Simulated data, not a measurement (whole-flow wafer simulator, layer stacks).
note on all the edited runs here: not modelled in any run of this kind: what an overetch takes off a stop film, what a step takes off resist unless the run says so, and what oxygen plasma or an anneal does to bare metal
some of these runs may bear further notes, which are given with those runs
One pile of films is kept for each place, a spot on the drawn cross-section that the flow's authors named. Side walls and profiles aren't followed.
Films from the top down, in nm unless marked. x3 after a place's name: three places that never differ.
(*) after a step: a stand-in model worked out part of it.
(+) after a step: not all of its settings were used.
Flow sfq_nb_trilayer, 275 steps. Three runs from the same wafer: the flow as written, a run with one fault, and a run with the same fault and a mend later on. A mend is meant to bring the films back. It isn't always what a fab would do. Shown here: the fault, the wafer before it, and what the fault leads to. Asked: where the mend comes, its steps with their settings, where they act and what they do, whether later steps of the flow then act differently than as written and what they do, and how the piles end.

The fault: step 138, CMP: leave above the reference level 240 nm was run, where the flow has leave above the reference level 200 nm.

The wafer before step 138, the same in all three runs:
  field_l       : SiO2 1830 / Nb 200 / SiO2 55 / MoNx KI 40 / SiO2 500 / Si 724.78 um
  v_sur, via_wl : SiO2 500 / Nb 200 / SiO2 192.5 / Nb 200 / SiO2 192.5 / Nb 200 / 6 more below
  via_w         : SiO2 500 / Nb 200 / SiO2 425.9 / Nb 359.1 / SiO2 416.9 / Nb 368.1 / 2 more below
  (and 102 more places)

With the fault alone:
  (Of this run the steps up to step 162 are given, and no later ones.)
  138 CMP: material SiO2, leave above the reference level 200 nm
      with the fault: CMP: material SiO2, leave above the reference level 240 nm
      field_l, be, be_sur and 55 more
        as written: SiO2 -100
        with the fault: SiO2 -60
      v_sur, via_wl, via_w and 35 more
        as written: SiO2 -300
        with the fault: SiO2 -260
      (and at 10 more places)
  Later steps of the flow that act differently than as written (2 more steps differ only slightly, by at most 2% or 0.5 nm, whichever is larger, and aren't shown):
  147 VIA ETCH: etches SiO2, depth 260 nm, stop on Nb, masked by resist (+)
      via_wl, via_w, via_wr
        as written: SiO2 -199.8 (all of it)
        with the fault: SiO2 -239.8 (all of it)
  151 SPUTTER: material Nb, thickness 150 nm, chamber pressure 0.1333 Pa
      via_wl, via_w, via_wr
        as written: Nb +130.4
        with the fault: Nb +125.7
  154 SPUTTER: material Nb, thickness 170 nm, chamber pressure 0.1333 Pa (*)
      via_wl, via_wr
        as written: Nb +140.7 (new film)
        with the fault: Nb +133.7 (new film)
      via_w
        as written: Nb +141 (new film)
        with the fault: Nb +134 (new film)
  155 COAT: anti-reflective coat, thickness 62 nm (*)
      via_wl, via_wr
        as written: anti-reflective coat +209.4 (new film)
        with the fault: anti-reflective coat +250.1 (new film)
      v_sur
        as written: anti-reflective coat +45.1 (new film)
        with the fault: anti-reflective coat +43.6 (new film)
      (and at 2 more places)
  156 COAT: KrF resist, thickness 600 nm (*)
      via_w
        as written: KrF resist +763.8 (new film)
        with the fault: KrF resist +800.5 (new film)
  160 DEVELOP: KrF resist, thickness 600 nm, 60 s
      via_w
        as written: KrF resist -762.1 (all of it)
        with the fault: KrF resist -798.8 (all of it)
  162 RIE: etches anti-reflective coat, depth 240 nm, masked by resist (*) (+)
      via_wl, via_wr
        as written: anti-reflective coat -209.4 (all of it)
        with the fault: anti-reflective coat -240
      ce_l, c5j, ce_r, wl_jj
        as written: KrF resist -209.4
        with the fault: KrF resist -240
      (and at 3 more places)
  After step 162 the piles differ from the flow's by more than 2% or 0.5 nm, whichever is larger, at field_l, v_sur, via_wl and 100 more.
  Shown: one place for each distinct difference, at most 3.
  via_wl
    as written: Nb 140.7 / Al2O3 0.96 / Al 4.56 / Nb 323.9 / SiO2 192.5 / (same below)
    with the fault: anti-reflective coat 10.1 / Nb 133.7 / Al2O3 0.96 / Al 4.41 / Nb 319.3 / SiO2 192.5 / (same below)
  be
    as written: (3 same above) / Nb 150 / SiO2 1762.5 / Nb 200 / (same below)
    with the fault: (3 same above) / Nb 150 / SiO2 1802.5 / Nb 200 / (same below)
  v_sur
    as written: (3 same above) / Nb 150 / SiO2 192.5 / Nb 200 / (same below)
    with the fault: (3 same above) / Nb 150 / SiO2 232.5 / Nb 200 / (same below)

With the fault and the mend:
  The mend comes after step 139.
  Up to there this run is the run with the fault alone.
  139a CMP: material SiO2, leave above the reference level 200 nm (the flow's step 138 once more)
      field_l, v_sur, via_wl and 103 more
        SiO2 -40
  No later step of the flow acts differently than as written at any place that is followed.
  At the end the piles are the same as the flow's at every place that both follow.
